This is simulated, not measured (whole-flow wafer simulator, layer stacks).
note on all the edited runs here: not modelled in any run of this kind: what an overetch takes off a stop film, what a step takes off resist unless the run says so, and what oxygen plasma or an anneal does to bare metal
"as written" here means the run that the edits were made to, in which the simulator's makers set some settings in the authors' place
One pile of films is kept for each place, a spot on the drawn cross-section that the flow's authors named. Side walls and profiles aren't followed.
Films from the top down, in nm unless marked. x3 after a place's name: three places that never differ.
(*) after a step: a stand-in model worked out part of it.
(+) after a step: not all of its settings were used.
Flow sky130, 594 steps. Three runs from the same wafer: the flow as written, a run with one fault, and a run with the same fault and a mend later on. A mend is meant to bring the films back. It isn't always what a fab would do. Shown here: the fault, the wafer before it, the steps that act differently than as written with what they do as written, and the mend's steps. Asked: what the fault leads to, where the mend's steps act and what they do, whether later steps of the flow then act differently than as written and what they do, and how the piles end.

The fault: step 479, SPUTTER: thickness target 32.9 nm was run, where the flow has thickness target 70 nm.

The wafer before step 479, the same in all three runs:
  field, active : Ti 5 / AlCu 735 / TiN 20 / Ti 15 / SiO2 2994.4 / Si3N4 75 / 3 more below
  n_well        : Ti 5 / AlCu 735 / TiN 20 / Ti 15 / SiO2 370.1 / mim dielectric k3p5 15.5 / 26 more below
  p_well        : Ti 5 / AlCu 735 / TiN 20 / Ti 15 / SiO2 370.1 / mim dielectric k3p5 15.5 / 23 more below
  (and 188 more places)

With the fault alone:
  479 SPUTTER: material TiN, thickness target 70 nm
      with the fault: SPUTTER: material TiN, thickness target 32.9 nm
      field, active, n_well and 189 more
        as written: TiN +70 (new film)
        with the fault: TiN +32.9 (new film)
  Later steps of the flow that act differently than as written (7 more steps differ only slightly, by at most 2% or 0.5 nm, whichever is larger, and aren't shown):
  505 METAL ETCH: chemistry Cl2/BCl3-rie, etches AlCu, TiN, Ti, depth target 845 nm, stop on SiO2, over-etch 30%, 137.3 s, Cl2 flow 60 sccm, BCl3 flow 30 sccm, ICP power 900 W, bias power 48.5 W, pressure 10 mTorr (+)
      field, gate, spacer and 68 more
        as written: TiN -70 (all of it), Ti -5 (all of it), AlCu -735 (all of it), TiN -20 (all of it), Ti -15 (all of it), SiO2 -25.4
        with the fault: TiN -32.9 (all of it), Ti -5 (all of it), AlCu -735 (all of it), TiN -20 (all of it), Ti -15 (all of it), SiO2 -29.1
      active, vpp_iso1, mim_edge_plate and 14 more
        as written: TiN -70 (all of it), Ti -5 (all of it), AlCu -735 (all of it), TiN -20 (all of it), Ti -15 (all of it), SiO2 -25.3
        with the fault: TiN -32.9 (all of it), Ti -5 (all of it), AlCu -735 (all of it), TiN -20 (all of it), Ti -15 (all of it), SiO2 -29.1
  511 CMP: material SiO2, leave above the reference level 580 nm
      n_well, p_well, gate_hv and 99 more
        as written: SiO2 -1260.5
        with the fault: SiO2 -1223.4
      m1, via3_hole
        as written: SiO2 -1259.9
        with the fault: SiO2 -1222.8
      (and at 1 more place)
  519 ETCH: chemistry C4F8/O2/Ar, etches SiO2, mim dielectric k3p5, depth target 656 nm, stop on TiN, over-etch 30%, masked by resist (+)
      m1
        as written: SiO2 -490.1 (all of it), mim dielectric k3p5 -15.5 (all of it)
        with the fault: SiO2 -527.2 (all of it), mim dielectric k3p5 -15.5 (all of it)
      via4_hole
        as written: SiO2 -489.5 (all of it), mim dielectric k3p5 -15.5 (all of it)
        with the fault: SiO2 -526.6 (all of it), mim dielectric k3p5 -15.5 (all of it)
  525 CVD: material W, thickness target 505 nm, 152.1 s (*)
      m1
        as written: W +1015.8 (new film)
        with the fault: W +1053.1 (new film)
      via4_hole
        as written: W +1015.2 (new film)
        with the fault: W +1052.5 (new film)
  At the end the piles differ from the flow's by more than 2% or 0.5 nm, whichever is larger, at n_well, p_well, gate_hv and 102 more.
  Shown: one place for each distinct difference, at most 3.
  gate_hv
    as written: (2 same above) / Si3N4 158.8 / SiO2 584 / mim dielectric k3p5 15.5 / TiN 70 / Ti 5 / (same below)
    with the fault: (2 same above) / Si3N4 158.8 / SiO2 621.1 / mim dielectric k3p5 15.5 / TiN 32.9 / Ti 5 / (same below)
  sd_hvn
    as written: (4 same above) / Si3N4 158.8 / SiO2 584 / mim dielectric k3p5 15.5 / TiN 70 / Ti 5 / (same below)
    with the fault: (4 same above) / Si3N4 158.8 / SiO2 621.1 / mim dielectric k3p5 15.5 / TiN 32.9 / Ti 5 / (same below)
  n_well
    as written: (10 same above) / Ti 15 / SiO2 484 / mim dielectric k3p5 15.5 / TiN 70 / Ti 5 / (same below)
    with the fault: (10 same above) / Ti 15 / SiO2 521.1 / mim dielectric k3p5 15.5 / TiN 32.9 / Ti 5 / (same below)

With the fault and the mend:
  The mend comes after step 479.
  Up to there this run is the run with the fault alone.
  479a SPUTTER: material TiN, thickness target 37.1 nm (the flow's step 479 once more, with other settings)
      field, active, n_well and 189 more
        TiN +37.1
  No later step of the flow acts differently than as written at any place that is followed.
  At the end the piles are the same as the flow's at every place that both follow.
